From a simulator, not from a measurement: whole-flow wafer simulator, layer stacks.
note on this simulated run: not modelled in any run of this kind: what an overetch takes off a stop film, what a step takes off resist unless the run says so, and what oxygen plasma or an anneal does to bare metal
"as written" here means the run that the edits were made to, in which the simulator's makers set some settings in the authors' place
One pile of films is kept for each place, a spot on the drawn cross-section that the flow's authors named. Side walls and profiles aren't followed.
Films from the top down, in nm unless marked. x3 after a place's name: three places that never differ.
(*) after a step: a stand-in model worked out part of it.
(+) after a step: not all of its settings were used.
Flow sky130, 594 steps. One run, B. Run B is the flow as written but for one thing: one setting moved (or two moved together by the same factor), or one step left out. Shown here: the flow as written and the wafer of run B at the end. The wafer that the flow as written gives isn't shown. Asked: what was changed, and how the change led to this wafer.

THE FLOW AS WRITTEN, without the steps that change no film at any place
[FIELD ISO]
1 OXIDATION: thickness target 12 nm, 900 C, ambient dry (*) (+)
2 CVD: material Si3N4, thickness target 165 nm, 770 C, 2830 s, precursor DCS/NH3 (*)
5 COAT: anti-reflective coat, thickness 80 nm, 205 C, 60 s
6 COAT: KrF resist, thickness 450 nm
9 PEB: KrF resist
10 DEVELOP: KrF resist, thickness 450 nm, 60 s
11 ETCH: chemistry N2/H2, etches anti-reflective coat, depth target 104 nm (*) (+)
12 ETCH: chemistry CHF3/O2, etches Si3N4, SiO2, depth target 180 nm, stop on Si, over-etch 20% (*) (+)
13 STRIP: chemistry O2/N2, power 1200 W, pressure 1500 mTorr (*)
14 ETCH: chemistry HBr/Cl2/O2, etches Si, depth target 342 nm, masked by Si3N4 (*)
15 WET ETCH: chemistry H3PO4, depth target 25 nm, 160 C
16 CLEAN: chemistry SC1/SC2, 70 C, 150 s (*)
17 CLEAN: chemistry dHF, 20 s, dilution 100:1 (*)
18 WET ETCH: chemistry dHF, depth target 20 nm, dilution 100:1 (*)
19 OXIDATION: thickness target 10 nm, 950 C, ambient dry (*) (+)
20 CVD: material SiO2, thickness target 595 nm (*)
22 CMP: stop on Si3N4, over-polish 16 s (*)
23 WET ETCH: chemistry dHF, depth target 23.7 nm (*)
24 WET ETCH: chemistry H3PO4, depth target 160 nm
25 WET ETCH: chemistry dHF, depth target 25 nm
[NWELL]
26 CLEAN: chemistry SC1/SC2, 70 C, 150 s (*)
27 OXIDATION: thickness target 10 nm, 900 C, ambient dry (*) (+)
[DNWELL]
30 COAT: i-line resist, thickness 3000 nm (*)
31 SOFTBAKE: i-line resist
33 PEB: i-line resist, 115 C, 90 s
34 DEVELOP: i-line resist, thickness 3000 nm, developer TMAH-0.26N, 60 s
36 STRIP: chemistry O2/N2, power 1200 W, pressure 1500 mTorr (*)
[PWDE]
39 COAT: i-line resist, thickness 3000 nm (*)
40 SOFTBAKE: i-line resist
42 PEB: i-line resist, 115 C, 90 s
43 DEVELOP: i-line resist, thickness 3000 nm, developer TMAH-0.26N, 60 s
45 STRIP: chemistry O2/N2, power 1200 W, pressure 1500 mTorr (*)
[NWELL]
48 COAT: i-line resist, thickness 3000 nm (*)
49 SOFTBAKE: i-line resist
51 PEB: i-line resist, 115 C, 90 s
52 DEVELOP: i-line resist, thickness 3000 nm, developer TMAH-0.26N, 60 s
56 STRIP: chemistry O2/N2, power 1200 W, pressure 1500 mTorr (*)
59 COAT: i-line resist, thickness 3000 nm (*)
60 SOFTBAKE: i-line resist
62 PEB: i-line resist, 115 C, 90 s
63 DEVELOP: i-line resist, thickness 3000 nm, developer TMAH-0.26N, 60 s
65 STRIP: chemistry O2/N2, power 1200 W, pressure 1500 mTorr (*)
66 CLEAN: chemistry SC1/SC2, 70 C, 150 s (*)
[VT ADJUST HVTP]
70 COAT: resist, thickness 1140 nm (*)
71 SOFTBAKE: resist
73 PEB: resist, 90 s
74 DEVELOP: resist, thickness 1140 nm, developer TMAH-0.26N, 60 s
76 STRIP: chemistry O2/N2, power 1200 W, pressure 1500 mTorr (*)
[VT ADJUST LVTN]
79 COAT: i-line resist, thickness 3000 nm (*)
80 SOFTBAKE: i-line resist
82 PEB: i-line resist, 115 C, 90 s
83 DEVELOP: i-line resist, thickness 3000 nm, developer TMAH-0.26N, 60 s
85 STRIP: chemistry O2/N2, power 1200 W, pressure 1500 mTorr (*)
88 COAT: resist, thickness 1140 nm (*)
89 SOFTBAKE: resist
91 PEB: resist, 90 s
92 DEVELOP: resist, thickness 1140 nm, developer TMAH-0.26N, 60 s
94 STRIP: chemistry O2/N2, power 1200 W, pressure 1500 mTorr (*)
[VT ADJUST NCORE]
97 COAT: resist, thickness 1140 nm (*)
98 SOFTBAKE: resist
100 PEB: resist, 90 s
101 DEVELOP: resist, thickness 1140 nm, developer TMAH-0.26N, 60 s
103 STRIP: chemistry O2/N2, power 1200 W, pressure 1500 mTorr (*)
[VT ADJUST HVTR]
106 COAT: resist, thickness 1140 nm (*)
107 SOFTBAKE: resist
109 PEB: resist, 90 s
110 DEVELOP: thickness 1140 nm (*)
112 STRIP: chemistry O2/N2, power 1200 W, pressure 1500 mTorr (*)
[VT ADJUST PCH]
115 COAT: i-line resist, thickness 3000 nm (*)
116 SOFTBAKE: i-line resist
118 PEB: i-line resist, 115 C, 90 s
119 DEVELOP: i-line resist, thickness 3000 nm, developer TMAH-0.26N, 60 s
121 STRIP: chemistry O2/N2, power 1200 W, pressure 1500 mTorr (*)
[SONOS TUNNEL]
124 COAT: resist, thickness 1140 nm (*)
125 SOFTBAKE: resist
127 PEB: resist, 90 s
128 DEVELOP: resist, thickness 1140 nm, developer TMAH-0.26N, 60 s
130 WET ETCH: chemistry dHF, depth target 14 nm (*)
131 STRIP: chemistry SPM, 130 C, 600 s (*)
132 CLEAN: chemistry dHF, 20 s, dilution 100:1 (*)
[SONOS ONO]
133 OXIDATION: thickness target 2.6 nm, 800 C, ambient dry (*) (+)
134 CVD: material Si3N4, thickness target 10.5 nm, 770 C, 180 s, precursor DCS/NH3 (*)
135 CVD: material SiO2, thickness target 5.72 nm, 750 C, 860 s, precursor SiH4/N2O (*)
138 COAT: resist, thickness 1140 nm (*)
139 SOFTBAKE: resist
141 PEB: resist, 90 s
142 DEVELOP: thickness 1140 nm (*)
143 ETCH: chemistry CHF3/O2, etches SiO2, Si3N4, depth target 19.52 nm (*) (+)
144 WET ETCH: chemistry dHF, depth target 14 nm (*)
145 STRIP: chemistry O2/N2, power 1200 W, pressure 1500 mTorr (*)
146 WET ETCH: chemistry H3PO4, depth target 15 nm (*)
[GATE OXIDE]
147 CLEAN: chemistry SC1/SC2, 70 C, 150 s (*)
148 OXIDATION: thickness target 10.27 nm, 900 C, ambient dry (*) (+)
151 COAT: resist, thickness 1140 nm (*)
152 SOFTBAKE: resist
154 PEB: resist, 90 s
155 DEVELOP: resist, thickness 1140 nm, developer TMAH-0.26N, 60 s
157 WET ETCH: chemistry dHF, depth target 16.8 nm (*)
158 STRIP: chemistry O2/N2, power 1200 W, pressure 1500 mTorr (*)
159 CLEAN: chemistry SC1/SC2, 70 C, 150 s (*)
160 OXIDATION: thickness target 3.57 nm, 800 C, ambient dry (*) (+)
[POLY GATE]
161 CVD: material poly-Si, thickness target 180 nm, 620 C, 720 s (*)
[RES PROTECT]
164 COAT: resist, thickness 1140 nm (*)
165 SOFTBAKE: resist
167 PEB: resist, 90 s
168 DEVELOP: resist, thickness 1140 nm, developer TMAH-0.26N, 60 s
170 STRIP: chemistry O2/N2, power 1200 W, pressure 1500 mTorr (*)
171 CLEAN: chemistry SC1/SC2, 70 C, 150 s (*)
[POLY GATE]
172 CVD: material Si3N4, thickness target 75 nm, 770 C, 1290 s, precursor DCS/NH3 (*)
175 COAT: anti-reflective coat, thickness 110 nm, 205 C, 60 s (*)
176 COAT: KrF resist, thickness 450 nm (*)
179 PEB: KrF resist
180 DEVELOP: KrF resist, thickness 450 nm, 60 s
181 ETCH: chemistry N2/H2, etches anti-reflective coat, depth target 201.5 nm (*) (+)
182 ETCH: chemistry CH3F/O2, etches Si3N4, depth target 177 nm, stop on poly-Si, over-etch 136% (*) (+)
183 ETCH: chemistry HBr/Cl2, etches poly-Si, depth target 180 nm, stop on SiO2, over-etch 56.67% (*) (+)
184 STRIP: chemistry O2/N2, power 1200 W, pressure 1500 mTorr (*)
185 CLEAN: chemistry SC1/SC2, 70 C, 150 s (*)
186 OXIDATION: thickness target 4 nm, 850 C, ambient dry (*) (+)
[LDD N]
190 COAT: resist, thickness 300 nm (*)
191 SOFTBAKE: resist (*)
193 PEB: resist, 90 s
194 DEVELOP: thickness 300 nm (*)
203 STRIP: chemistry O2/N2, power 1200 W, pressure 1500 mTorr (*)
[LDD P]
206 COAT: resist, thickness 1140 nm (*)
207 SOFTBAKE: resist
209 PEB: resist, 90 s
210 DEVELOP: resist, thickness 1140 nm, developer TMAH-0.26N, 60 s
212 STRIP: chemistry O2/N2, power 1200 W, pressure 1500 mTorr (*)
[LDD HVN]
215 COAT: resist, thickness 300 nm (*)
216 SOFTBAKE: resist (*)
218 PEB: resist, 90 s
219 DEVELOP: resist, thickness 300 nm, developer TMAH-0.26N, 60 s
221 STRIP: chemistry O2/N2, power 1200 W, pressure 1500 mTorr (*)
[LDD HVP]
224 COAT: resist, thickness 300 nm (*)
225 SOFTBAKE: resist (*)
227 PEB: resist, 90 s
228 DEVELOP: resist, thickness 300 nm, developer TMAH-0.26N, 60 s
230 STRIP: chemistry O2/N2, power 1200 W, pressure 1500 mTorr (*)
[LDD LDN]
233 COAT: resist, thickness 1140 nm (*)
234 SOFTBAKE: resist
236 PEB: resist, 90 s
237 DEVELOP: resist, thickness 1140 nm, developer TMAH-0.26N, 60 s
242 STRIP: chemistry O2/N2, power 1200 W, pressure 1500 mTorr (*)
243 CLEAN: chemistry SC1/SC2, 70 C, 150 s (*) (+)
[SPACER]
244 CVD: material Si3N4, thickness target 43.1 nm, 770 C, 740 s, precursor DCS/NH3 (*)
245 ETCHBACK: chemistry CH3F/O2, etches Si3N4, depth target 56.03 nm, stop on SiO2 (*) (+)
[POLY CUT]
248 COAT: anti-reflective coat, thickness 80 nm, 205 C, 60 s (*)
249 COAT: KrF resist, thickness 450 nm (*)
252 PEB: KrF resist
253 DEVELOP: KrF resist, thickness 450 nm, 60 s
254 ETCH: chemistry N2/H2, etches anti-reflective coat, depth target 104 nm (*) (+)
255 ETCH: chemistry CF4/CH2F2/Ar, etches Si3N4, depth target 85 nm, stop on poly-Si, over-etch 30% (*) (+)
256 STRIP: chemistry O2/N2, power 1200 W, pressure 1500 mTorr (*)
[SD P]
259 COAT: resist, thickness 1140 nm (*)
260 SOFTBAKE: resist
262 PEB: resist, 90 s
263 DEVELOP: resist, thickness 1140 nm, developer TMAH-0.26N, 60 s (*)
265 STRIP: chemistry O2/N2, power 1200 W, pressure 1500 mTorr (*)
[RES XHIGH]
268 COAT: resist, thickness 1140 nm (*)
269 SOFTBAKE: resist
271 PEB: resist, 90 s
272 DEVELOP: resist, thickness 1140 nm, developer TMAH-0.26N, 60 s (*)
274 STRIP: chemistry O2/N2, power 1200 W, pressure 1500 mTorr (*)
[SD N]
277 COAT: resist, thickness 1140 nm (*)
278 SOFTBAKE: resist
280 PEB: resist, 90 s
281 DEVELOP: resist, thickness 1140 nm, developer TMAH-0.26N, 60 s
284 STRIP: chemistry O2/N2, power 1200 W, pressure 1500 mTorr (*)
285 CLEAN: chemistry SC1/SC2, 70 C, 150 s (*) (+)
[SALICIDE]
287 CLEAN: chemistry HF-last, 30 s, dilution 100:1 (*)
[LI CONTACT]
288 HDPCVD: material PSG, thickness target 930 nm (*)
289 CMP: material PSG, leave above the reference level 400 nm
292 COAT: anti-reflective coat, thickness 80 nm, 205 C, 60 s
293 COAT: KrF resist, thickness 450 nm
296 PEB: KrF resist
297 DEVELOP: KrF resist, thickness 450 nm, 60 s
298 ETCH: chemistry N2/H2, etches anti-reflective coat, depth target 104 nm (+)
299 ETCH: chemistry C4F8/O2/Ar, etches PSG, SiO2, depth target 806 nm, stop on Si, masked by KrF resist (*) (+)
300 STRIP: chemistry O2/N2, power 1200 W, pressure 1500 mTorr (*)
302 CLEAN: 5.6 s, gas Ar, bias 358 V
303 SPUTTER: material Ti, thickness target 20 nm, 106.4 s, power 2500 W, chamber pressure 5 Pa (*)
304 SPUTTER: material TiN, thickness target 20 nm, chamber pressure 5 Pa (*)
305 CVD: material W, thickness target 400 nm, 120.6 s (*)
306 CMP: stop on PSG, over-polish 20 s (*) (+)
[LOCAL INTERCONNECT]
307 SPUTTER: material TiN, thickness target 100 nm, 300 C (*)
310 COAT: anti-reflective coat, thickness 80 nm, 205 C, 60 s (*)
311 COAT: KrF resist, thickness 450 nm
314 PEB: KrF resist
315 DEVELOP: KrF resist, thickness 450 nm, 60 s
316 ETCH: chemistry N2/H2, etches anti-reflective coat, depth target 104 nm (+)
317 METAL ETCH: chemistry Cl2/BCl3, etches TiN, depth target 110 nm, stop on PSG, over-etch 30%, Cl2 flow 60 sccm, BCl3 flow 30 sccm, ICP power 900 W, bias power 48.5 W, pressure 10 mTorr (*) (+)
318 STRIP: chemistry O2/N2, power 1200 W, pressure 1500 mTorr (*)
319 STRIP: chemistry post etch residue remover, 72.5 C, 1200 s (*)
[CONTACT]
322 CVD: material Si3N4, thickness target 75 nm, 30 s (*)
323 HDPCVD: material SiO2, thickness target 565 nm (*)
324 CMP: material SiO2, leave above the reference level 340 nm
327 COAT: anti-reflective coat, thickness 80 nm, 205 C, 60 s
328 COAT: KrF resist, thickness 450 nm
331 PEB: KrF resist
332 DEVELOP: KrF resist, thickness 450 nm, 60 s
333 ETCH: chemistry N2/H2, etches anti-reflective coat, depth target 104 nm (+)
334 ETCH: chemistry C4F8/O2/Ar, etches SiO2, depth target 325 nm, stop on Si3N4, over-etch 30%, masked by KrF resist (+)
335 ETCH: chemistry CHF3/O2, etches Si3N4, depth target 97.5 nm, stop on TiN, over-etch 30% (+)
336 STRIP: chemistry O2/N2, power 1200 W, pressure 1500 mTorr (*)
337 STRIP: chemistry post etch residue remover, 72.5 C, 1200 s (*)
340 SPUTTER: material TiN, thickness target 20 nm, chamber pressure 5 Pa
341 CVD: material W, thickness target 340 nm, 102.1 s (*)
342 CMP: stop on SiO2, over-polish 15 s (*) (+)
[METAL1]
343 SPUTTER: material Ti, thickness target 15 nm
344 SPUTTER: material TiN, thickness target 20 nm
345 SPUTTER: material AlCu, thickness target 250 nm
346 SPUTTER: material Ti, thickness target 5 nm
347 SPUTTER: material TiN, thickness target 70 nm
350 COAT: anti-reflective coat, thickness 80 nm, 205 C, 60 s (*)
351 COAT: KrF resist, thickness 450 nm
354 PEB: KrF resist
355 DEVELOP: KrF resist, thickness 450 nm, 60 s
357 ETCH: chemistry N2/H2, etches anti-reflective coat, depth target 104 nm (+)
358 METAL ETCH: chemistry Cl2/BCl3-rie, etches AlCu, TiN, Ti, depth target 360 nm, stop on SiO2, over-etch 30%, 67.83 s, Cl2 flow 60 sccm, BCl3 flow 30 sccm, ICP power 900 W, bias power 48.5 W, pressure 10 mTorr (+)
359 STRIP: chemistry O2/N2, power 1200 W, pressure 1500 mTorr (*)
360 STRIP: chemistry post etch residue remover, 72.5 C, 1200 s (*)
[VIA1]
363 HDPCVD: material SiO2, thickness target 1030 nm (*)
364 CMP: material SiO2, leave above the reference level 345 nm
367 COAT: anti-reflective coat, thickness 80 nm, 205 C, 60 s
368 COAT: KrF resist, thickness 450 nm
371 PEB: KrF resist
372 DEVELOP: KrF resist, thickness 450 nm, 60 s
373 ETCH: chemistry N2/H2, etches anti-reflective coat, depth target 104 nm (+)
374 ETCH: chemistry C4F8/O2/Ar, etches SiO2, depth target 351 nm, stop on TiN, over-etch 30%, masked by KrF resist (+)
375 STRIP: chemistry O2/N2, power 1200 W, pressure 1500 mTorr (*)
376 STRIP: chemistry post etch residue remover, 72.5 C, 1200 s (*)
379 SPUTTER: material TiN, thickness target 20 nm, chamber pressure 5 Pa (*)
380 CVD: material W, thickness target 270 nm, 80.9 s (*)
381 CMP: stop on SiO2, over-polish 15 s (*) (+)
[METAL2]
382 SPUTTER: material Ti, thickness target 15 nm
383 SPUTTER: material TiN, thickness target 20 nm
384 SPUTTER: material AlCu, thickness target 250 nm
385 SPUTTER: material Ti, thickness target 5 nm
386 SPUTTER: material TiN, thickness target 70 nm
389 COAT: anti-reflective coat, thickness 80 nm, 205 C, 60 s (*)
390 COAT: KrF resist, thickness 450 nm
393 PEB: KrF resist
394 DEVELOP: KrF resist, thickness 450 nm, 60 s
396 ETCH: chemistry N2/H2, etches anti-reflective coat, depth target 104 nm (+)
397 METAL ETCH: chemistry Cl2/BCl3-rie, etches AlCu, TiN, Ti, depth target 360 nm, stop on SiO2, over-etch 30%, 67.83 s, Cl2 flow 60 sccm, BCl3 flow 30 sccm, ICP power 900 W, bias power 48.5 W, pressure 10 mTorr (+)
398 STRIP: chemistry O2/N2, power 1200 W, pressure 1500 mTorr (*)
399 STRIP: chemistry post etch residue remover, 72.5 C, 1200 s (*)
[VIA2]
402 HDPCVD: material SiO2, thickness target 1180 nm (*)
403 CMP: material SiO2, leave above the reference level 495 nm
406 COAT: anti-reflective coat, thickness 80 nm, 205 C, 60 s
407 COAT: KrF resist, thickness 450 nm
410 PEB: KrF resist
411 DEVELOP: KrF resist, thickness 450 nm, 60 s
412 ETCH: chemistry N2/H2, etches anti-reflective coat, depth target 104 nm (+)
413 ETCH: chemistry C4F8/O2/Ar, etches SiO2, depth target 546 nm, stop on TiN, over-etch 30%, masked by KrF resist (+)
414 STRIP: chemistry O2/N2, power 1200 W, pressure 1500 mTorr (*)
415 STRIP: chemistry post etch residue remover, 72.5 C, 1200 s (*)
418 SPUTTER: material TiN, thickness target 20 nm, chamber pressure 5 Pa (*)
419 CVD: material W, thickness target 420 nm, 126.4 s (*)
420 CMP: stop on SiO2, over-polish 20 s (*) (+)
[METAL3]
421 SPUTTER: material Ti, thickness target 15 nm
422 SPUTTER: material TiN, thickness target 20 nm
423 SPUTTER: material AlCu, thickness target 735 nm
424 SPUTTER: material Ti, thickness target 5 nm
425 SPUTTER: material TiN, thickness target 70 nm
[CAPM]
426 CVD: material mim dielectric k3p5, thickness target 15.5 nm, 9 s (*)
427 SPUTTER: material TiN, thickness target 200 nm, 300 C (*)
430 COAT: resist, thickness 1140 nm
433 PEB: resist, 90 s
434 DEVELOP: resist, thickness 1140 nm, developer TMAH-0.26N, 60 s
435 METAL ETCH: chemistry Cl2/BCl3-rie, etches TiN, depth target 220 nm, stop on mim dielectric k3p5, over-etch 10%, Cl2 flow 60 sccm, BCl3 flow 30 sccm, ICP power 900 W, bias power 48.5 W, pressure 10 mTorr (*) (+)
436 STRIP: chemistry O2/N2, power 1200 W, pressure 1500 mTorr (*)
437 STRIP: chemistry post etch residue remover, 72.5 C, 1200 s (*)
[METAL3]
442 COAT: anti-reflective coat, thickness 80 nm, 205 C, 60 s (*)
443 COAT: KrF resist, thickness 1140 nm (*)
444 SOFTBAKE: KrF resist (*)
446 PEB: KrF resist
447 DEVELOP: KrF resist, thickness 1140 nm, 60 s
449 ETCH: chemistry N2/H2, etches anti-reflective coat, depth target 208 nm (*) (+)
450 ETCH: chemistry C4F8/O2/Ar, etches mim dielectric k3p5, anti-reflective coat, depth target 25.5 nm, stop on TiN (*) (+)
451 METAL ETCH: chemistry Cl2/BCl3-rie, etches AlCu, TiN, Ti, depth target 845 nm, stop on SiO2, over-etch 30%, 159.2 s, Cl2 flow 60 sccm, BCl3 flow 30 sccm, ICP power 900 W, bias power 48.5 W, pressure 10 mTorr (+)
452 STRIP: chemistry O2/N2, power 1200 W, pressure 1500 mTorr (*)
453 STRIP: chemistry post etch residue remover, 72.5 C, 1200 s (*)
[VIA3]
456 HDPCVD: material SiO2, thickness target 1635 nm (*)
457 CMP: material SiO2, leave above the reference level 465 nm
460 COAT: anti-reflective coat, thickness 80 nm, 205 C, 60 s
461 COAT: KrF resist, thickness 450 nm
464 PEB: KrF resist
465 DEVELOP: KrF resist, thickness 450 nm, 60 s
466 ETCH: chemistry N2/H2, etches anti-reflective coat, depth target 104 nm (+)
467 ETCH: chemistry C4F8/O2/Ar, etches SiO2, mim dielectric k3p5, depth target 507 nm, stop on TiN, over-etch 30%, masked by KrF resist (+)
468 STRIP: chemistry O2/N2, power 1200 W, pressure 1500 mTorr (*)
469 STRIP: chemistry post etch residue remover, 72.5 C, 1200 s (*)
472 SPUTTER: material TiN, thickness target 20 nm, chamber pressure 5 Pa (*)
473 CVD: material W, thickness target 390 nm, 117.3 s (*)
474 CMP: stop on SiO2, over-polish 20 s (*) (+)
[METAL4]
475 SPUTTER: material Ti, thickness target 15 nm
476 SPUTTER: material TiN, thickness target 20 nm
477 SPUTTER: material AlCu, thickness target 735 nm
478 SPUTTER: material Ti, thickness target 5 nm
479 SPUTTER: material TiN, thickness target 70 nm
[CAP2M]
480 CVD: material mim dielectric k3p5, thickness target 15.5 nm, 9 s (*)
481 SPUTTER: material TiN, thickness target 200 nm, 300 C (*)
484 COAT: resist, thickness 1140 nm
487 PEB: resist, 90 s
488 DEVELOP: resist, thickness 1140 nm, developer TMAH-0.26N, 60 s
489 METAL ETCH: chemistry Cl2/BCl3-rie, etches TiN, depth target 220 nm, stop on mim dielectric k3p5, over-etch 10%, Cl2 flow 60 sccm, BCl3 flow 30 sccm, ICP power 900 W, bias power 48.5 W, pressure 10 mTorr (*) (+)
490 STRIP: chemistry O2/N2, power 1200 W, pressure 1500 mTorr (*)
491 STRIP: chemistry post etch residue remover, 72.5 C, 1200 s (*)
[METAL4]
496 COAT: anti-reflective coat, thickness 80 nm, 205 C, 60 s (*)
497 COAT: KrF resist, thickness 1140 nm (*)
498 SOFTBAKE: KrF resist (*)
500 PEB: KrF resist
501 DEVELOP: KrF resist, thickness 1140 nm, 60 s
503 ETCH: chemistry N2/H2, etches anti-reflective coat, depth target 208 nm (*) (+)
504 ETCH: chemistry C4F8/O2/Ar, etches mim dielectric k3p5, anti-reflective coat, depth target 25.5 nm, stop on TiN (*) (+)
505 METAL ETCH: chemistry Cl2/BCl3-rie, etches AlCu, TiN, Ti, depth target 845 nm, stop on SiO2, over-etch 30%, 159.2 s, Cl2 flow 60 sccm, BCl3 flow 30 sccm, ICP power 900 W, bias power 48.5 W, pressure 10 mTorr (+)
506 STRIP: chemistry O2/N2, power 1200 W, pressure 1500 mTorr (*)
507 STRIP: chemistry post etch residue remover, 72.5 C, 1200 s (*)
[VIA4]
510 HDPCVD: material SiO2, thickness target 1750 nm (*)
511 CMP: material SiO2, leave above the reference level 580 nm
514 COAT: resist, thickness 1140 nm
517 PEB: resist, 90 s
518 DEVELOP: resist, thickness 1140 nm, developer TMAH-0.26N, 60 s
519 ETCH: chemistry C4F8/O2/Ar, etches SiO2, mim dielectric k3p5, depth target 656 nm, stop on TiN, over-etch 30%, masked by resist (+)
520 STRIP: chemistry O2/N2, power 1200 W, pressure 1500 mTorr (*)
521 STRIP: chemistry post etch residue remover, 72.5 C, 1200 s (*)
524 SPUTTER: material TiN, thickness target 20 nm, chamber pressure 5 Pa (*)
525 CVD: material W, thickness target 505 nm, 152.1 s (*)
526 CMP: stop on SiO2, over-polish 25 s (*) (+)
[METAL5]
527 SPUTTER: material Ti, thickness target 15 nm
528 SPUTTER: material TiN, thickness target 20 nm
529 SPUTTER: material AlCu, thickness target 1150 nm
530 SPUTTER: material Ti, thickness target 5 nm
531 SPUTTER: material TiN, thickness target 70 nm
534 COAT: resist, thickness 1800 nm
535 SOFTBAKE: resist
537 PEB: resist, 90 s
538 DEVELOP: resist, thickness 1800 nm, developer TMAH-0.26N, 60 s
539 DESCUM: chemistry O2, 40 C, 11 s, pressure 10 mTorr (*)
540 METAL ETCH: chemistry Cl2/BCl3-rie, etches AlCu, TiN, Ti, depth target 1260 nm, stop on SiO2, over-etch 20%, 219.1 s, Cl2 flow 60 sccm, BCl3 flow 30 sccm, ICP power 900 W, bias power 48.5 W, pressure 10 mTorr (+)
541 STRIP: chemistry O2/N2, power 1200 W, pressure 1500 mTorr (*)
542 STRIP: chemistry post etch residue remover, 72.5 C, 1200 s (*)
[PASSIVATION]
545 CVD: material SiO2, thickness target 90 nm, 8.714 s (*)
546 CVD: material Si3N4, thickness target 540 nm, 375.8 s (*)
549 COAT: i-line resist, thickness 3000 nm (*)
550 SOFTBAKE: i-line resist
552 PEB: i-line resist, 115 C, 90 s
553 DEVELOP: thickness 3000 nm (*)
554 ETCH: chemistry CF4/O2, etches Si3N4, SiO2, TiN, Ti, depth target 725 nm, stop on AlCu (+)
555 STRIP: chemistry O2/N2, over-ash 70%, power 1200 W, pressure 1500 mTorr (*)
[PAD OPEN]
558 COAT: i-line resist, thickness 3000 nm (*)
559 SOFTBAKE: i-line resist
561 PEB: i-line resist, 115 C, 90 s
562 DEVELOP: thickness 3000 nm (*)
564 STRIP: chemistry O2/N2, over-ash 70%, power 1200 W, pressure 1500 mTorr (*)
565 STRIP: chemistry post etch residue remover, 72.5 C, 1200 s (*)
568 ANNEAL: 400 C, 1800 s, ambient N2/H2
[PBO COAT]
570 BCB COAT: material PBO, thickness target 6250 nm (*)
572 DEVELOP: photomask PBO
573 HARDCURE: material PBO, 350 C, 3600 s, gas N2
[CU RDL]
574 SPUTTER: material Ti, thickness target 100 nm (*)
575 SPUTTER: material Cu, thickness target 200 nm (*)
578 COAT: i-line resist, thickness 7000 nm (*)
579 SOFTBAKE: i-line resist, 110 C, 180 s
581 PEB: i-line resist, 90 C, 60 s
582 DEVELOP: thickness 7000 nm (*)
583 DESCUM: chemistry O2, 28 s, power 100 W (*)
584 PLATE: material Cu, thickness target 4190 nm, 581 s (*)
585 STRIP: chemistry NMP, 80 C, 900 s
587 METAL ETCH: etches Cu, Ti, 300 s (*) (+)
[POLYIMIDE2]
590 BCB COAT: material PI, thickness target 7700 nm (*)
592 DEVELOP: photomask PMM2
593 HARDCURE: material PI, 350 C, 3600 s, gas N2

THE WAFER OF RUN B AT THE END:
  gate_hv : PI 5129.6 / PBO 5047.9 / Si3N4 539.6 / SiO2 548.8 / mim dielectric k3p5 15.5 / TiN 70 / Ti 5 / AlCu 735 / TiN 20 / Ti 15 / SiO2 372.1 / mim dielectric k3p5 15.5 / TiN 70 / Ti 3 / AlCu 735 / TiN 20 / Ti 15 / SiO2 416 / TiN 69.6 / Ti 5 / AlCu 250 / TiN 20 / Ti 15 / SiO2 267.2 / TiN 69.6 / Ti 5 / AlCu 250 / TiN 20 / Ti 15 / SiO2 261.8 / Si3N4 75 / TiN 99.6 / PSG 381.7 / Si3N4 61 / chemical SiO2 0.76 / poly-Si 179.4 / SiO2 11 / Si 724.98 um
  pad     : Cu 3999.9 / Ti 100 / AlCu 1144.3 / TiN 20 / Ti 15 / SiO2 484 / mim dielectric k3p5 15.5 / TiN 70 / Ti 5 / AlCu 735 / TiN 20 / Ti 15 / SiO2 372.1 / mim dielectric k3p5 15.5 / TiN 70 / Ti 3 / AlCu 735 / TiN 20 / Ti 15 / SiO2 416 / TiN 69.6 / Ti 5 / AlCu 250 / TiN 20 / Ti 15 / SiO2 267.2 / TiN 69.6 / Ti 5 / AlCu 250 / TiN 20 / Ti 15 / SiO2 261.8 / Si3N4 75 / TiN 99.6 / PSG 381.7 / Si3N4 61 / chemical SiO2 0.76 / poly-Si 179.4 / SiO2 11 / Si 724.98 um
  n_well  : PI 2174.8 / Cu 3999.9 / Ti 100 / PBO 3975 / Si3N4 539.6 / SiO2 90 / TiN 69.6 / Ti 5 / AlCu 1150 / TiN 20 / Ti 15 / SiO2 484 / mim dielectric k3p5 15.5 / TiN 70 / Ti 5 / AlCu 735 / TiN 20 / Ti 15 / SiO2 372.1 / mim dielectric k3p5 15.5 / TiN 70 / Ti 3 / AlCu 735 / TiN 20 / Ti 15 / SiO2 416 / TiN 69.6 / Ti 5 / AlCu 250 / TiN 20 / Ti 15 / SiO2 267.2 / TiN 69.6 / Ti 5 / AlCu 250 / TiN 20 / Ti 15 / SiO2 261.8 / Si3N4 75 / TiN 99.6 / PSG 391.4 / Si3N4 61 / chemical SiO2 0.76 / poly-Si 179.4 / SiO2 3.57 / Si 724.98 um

The cause: step 424, SPUTTER: thickness target 3 nm was run, where the flow has thickness target 5 nm.
It can be read off the wafer: gate_hv has Ti 3, and step 424 as written asks for 5 nm.

How the change led to this, step by step:
  424 SPUTTER: material Ti, thickness target 5 nm
      field, active, n_well and 188 more: Ti +3 (new film) (as written it would be: Ti +5 (new film))
  451 METAL ETCH: chemistry Cl2/BCl3-rie, etches AlCu, TiN, Ti, depth target 845 nm, stop on SiO2, over-etch 30%, 159.2 s, Cl2 flow 60 sccm, BCl3 flow 30 sccm, ICP power 900 W, bias power 48.5 W, pressure 10 mTorr (+)
      field, active, gate and 62 more: TiN -70 (all of it), Ti -3 (all of it), AlCu -735 (all of it), TiN -20 (all of it), Ti -15 (all of it), SiO2 -25.5 (as written it would be: TiN -70 (all of it), Ti -5 (all of it), AlCu -735 (all of it), TiN -20 (all of it), Ti -15 (all of it), SiO2 -25.4)
      vpp_ln, vpp_iso2, ndiff_ln, ndiff_cd, via1_hole, via1_enc, m2_ln_cd: TiN -70 (all of it), Ti -3 (all of it), AlCu -735 (all of it), TiN -20 (all of it), Ti -15 (all of it), SiO2 -25.6 (as written it would be: TiN -70 (all of it), Ti -5 (all of it), AlCu -735 (all of it), TiN -20 (all of it), Ti -15 (all of it), SiO2 -25.3)
      (and at 13 more places)
